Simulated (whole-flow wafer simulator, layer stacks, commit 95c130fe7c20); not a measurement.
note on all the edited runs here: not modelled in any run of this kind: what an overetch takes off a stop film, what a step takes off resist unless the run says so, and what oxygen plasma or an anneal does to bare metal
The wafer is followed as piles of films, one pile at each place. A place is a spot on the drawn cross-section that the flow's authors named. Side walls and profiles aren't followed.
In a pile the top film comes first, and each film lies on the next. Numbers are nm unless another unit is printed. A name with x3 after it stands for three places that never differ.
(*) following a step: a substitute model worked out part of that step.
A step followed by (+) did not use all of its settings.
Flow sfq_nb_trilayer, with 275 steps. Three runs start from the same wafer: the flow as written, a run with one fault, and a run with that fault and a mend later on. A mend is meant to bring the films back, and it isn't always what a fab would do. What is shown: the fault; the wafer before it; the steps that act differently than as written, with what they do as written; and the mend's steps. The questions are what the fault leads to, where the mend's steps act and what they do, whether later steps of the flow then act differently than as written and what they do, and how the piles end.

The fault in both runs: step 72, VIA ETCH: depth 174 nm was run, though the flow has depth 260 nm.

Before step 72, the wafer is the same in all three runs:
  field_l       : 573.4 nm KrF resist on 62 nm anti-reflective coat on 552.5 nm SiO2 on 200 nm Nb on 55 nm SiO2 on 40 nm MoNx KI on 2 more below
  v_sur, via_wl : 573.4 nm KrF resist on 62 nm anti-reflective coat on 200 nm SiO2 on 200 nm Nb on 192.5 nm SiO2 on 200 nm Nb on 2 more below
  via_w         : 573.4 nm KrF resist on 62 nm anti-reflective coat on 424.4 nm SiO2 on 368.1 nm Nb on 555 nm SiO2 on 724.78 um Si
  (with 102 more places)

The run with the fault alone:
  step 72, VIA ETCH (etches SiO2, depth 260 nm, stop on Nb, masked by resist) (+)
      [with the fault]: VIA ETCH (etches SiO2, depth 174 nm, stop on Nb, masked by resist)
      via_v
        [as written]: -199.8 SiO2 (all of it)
        [with the fault]: -174 SiO2
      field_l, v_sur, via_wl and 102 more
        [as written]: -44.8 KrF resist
        [with the fault]: -30 KrF resist
  Steps further on in the flow that do not act as written (5 other steps are not shown; they differ only slightly, by no more than 2% or 0.5 nm, whichever is larger):
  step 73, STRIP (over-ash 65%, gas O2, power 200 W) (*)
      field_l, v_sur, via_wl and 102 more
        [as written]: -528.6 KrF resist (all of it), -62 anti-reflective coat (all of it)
        [with the fault]: -543.4 KrF resist (all of it), -62 anti-reflective coat (all of it)
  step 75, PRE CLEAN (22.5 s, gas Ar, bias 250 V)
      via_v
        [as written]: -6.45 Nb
        [with the fault]: -7.5 SiO2
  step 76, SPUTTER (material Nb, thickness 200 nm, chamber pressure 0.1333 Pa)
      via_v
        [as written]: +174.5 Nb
        [with the fault]: +179.6 Nb (new film)
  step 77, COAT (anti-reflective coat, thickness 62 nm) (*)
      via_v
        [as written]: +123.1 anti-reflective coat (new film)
        [with the fault]: +116.2 anti-reflective coat (new film)
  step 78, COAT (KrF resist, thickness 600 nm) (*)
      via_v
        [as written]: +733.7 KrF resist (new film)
        [with the fault]: +714.4 KrF resist (new film)
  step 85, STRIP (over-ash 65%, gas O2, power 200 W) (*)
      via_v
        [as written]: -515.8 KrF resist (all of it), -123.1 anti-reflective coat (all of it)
        [with the fault]: -496.5 KrF resist (all of it), -116.2 anti-reflective coat (all of it)
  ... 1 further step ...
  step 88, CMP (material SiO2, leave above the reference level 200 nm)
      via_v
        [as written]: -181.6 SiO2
        [with the fault]: -157.1 SiO2
  By the end, the piles at via_v depart from the flow's by more than 2% or 0.5 nm, whichever is larger.
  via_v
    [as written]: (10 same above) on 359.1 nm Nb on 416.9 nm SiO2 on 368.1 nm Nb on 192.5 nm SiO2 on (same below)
    [with the fault]: (10 same above) on 359.1 nm Nb on 387 nm SiO2 on 179.6 nm Nb on 18.3 nm SiO2 on 200 nm Nb on 192.5 nm SiO2 on (same below)

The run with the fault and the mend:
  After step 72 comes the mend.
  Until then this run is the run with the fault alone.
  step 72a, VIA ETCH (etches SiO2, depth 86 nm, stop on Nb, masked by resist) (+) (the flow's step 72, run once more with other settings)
      field_l, v_sur, via_wl and 102 more
        -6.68 KrF resist
      via_v
        -25.8 SiO2 (all of it)
  Later steps of the flow that are run all act as written at every place that is followed, up to a difference of at most 2% or 0.5 nm, whichever is larger.
  At every place that both follow, the piles at the end match the flow's.
